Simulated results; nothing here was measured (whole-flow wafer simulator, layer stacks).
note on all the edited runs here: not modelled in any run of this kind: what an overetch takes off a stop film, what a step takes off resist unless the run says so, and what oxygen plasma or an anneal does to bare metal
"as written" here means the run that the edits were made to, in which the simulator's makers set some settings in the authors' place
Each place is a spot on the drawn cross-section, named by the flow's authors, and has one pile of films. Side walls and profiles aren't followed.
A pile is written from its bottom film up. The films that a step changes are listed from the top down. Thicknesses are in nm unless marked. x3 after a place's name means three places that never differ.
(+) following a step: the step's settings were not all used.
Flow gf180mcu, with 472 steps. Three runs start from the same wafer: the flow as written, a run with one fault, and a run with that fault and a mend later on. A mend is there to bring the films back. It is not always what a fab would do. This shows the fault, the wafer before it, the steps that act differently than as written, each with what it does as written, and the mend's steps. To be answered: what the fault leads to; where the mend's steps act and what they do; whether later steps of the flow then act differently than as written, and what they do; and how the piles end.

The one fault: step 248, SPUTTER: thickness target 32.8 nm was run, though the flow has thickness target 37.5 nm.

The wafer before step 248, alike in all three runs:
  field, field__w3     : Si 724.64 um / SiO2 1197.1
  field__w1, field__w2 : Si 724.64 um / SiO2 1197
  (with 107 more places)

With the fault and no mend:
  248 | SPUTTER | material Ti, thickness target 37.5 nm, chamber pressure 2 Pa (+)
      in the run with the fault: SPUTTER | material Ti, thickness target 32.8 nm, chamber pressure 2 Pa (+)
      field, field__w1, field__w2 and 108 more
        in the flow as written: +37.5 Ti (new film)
        in the run with the fault: +32.8 Ti (new film)
  Steps further on in the flow that do not act as written (not shown: 1 more step that differs only slightly, by at most 2% or 0.5 nm, whichever is larger):
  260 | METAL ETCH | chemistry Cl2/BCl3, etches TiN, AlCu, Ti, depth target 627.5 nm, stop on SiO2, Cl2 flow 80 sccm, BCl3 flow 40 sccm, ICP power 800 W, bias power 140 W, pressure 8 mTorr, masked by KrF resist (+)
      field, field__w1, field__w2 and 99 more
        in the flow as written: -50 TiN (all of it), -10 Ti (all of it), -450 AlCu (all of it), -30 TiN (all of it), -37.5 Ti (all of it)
        in the run with the fault: -50 TiN (all of it), -10 Ti (all of it), -450 AlCu (all of it), -30 TiN (all of it), -32.8 Ti (all of it)
  By the end, the piles at field__w8, contact, m1 and 6 more depart from the flow's by more than 2% or 0.5 nm, whichever is larger.
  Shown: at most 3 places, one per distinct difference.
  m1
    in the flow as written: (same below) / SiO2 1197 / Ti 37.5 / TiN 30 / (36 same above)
    in the run with the fault: (same below) / SiO2 1197 / Ti 32.8 / TiN 30 / (36 same above)
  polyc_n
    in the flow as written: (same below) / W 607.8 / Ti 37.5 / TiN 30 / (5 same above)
    in the run with the fault: (same below) / W 607.8 / Ti 32.8 / TiN 30 / (5 same above)
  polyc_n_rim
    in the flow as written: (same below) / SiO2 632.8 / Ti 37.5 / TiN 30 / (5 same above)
    in the run with the fault: (same below) / SiO2 632.8 / Ti 32.8 / TiN 30 / (5 same above)

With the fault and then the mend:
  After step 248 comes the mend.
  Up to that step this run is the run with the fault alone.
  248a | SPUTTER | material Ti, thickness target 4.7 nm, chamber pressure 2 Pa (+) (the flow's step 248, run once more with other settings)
      field, field__w1, field__w2 and 108 more
        +4.7 Ti
  Later steps of the flow that are run all act as written at every place that is followed.
  The piles end the same as the flow's at every place that both follow.
